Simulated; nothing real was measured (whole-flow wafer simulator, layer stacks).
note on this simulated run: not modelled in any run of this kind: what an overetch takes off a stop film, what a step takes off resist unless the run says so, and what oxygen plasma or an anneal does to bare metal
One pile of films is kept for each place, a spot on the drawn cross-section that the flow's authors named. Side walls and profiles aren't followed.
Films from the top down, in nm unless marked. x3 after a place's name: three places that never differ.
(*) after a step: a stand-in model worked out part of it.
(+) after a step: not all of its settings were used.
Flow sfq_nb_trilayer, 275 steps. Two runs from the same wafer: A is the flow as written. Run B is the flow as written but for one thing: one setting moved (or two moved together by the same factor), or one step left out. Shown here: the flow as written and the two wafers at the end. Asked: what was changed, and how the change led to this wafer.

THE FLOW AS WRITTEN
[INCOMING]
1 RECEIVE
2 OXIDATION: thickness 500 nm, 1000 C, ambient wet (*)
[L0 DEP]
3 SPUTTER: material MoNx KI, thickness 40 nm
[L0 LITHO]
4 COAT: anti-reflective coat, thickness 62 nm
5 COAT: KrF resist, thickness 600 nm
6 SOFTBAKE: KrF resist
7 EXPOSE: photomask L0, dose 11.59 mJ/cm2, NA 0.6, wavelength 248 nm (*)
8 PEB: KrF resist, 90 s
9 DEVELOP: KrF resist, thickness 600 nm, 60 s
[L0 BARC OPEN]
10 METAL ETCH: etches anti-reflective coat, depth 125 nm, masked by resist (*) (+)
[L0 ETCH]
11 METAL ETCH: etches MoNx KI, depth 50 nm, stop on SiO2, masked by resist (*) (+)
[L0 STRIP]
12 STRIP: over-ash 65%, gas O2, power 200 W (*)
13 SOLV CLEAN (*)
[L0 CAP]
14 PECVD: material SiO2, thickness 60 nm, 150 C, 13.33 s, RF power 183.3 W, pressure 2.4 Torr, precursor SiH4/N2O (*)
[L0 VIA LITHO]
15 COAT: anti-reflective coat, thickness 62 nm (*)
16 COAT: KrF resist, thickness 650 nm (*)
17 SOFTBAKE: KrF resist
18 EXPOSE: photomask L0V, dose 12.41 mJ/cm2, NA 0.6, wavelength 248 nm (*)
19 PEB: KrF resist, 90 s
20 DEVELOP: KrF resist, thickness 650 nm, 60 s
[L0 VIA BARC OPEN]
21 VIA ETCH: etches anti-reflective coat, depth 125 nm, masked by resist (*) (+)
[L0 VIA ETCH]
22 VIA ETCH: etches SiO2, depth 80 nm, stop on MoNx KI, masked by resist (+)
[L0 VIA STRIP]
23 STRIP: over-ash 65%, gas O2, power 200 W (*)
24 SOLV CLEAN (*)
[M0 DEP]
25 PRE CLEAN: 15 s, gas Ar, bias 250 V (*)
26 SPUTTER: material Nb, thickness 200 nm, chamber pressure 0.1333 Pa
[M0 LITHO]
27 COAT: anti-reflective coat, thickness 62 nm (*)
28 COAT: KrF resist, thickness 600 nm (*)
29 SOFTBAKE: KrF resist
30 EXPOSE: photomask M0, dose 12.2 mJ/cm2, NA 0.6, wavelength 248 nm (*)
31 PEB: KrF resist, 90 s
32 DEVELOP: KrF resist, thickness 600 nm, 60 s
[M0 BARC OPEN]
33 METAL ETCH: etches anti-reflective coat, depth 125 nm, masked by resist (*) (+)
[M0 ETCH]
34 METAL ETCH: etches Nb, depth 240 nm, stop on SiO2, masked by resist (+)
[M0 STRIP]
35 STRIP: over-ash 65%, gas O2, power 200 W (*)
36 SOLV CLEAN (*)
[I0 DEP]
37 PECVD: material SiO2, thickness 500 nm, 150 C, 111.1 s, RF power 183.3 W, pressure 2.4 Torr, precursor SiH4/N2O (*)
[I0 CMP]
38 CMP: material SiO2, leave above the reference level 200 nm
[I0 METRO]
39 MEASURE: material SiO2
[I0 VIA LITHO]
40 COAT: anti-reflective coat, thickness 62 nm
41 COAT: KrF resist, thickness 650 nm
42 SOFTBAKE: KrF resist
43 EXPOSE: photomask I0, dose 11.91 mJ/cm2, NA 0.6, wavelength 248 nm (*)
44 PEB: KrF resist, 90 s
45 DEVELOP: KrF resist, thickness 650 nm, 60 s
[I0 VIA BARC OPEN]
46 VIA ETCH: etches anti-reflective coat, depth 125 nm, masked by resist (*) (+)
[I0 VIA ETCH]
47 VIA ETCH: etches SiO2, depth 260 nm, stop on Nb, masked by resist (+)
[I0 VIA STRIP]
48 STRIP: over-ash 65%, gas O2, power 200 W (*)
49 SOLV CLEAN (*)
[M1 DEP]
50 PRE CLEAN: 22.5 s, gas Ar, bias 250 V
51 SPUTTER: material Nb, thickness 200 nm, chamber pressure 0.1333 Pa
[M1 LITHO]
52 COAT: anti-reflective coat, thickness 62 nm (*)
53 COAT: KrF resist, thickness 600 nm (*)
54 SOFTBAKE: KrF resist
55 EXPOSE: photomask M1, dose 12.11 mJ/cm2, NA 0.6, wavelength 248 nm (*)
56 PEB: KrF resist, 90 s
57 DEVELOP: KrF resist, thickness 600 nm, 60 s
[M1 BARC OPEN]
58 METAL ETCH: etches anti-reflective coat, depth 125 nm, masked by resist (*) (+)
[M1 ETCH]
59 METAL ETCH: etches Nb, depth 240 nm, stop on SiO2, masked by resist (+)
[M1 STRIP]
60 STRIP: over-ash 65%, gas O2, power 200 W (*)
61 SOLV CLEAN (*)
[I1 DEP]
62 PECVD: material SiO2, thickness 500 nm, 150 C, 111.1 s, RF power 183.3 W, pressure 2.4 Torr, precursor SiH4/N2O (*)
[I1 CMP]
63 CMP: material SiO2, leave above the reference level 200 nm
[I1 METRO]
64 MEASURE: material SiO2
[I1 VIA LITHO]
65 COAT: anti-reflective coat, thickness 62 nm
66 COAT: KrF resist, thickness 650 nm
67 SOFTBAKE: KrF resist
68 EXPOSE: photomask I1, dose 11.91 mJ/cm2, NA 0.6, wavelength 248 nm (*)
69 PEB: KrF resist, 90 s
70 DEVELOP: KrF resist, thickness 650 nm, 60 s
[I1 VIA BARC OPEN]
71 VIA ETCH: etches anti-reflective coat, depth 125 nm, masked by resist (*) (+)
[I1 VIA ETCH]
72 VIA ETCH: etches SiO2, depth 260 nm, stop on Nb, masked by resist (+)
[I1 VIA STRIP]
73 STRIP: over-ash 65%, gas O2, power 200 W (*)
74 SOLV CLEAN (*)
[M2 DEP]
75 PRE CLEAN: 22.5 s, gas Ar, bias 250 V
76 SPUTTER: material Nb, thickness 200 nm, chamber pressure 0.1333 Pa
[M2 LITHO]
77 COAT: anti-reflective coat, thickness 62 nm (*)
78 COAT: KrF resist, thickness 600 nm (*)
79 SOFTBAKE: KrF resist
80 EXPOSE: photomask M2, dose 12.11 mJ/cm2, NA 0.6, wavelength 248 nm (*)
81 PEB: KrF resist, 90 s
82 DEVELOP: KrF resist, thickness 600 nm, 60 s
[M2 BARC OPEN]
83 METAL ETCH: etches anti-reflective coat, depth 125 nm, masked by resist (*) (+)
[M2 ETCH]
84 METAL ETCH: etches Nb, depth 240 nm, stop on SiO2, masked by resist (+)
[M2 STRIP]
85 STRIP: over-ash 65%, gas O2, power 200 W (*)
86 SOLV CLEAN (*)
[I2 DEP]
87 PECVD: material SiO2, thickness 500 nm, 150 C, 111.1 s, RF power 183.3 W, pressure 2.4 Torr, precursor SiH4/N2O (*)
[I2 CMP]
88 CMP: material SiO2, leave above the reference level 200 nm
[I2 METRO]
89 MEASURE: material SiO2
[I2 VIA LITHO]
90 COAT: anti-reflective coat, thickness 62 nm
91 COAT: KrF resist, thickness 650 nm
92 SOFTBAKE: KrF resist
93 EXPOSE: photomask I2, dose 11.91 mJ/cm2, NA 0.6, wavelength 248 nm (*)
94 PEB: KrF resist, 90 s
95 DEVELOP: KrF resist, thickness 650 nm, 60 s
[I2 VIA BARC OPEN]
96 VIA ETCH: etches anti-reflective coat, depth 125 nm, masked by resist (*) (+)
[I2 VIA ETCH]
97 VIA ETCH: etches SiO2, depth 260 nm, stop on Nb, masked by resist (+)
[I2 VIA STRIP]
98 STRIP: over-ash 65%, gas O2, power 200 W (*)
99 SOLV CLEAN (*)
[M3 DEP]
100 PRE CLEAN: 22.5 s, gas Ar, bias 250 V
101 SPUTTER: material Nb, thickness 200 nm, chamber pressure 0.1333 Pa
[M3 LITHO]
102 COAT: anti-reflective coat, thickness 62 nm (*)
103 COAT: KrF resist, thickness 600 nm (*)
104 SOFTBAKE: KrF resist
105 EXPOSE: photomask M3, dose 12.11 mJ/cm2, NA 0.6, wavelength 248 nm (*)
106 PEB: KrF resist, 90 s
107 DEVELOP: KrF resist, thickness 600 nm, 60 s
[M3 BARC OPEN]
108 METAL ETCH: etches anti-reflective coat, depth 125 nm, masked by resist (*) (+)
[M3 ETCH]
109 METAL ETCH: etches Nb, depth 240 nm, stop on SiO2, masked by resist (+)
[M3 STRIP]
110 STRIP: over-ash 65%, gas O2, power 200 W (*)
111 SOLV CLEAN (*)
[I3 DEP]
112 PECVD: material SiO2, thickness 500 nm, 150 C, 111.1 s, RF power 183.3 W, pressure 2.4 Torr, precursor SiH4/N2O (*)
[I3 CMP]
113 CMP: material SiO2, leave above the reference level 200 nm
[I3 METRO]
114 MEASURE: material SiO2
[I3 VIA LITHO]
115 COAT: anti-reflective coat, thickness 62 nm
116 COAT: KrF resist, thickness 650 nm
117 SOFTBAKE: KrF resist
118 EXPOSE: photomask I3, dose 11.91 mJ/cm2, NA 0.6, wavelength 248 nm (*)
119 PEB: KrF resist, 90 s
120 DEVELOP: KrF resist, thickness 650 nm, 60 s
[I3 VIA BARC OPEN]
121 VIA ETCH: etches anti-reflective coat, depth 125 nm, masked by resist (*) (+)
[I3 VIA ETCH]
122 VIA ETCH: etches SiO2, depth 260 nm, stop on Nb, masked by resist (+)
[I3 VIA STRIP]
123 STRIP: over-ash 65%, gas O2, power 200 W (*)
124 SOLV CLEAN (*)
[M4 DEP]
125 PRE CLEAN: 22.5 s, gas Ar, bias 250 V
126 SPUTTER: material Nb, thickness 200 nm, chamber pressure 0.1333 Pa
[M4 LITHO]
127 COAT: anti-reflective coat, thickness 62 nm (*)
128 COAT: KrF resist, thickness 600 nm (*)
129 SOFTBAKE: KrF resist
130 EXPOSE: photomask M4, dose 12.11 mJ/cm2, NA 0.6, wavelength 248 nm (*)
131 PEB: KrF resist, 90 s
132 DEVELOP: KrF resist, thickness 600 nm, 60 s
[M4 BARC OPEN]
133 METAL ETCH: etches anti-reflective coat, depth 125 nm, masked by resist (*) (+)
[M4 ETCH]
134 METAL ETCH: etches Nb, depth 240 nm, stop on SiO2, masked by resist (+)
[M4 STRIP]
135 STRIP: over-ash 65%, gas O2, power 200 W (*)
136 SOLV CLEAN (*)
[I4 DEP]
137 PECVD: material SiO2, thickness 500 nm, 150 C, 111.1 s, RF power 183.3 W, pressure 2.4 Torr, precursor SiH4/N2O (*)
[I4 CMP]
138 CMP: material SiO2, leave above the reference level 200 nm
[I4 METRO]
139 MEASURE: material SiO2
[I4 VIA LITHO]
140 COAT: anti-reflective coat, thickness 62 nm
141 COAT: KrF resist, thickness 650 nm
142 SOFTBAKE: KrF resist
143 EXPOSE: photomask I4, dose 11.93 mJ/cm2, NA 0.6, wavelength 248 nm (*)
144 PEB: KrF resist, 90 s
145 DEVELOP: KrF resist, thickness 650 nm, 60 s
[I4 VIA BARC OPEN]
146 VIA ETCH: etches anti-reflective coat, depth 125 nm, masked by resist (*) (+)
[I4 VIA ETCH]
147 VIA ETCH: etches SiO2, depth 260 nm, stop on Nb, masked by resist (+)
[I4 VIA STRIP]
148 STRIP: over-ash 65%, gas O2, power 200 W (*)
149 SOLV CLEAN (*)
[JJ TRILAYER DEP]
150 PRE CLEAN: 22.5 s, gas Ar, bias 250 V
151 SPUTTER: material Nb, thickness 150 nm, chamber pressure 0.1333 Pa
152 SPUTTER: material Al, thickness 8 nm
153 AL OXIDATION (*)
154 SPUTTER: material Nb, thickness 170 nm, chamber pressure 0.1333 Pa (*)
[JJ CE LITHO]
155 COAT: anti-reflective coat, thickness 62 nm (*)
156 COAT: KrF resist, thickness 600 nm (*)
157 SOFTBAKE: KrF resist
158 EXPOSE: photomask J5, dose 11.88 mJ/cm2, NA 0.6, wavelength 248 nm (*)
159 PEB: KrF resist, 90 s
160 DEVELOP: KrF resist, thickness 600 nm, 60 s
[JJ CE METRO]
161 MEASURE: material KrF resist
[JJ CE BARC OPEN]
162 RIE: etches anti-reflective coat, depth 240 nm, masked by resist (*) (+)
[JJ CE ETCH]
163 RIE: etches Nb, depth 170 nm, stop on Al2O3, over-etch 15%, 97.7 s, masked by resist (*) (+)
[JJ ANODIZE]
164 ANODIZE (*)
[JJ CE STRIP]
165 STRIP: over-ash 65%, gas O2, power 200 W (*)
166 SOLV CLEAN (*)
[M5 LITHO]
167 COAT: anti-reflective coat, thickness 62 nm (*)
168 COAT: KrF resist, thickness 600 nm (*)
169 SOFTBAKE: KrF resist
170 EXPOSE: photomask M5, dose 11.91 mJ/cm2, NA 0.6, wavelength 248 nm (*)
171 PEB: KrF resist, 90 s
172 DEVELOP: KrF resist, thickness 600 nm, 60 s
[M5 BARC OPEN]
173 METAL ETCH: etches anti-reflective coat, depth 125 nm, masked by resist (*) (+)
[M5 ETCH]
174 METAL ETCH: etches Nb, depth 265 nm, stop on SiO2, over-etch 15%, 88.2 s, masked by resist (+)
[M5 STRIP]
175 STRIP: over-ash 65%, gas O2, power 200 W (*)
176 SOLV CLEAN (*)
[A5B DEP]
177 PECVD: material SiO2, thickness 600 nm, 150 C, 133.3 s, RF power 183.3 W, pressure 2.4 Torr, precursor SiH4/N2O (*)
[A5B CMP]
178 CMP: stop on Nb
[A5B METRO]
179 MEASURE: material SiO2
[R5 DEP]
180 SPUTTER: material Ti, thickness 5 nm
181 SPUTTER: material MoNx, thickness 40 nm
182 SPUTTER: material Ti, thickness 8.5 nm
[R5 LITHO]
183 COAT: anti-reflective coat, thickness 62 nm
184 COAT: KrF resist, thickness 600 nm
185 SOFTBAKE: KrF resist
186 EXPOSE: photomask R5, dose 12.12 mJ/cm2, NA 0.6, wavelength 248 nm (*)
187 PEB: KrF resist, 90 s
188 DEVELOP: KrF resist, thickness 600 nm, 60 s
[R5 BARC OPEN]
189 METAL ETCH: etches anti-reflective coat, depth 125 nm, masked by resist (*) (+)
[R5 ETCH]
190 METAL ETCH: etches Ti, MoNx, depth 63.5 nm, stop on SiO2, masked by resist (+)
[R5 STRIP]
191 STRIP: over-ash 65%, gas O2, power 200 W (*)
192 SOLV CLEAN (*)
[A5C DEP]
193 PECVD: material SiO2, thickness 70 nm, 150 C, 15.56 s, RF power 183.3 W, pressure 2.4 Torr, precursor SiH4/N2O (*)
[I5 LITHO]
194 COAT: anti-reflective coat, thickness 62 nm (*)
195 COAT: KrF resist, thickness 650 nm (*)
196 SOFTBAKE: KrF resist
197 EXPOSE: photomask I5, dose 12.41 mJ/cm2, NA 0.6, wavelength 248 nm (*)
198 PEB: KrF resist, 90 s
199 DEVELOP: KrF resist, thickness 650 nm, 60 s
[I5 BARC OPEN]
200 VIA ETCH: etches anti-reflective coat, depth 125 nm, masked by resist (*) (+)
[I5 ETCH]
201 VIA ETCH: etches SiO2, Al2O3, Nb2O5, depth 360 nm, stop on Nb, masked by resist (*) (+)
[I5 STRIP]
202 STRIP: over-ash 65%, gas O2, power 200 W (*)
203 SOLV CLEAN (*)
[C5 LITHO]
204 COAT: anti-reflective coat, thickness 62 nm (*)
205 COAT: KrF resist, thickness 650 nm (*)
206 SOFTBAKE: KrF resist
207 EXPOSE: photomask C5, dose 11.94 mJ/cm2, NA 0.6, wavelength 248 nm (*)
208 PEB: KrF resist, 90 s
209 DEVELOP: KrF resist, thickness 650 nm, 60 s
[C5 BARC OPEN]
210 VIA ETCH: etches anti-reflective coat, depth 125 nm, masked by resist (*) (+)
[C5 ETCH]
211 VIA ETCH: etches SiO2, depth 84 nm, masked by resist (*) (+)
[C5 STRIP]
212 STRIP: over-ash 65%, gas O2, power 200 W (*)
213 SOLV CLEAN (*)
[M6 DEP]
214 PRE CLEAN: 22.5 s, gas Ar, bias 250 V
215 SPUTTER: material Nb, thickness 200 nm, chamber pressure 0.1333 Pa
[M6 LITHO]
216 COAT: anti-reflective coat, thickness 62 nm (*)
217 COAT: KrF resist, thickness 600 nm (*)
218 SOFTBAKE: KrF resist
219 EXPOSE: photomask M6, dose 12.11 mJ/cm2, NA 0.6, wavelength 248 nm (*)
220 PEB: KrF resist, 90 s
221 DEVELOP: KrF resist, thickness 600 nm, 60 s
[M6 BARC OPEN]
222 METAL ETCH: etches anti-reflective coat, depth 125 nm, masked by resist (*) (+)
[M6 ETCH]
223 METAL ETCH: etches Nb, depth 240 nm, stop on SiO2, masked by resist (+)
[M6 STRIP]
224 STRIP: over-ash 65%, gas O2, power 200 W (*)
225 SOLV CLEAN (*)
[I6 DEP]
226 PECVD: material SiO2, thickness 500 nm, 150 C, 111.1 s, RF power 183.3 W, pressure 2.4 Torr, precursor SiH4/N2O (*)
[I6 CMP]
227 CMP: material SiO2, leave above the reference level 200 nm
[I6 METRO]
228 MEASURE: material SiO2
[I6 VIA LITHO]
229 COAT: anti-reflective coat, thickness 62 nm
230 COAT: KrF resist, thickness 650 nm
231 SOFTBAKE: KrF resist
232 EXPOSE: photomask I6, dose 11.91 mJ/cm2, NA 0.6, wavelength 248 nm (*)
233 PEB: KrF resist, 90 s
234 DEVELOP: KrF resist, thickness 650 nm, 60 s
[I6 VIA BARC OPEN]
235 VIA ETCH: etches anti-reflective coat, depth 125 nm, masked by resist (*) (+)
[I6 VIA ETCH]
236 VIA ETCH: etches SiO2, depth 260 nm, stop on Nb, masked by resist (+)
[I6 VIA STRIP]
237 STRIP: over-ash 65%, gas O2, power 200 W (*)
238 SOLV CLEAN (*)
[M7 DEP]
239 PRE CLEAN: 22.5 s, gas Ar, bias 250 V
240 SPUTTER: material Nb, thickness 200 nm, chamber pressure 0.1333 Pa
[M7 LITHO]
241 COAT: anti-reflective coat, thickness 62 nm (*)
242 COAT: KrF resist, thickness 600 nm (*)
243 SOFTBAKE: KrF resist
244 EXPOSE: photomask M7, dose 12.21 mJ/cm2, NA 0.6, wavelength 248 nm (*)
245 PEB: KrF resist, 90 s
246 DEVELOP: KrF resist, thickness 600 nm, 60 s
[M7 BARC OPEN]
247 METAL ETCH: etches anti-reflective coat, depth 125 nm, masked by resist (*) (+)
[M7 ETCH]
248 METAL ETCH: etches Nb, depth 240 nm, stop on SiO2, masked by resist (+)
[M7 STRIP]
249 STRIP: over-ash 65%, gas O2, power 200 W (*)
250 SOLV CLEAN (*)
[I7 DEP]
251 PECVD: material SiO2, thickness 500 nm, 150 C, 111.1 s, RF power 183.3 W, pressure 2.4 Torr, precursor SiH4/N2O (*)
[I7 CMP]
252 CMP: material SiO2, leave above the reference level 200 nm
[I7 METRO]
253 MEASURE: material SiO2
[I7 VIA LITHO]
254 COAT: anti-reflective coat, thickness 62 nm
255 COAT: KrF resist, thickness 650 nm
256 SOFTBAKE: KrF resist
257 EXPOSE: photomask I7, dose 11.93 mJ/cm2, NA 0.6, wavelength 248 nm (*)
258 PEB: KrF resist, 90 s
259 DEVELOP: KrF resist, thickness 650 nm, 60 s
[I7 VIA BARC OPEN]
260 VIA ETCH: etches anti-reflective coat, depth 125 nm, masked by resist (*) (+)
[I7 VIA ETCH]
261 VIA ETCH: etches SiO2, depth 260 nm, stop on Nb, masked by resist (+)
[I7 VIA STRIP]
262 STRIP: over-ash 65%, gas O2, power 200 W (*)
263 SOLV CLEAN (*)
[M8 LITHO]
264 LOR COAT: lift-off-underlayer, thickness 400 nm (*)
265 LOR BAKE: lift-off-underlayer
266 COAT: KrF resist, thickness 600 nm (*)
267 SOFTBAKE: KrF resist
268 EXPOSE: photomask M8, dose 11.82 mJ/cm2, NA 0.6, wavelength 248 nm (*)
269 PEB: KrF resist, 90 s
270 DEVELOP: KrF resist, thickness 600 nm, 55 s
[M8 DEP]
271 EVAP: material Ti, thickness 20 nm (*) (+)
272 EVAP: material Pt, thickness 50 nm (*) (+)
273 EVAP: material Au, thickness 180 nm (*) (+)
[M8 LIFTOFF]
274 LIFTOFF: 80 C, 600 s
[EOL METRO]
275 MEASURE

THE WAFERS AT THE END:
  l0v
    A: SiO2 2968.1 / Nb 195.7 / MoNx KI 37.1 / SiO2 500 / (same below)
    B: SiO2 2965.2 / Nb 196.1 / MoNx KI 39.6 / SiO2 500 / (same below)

The cause: step 22, VIA ETCH: depth 55.52 nm was run, where the flow has depth 80 nm.

How the change led to this, step by step:
  22 VIA ETCH: etches SiO2, depth 80 nm, stop on MoNx KI, masked by resist (+)
      l0v: A SiO2 -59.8 (all of it) | B SiO2 -55.5
      field_l, v_sur, via_wl and 102 more: A KrF resist -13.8 | B KrF resist -9.57
  25 PRE CLEAN: 15 s, gas Ar, bias 250 V (*)
      l0v: A MoNx KI -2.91 | B SiO2 -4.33 (all of it), MoNx KI -0.42
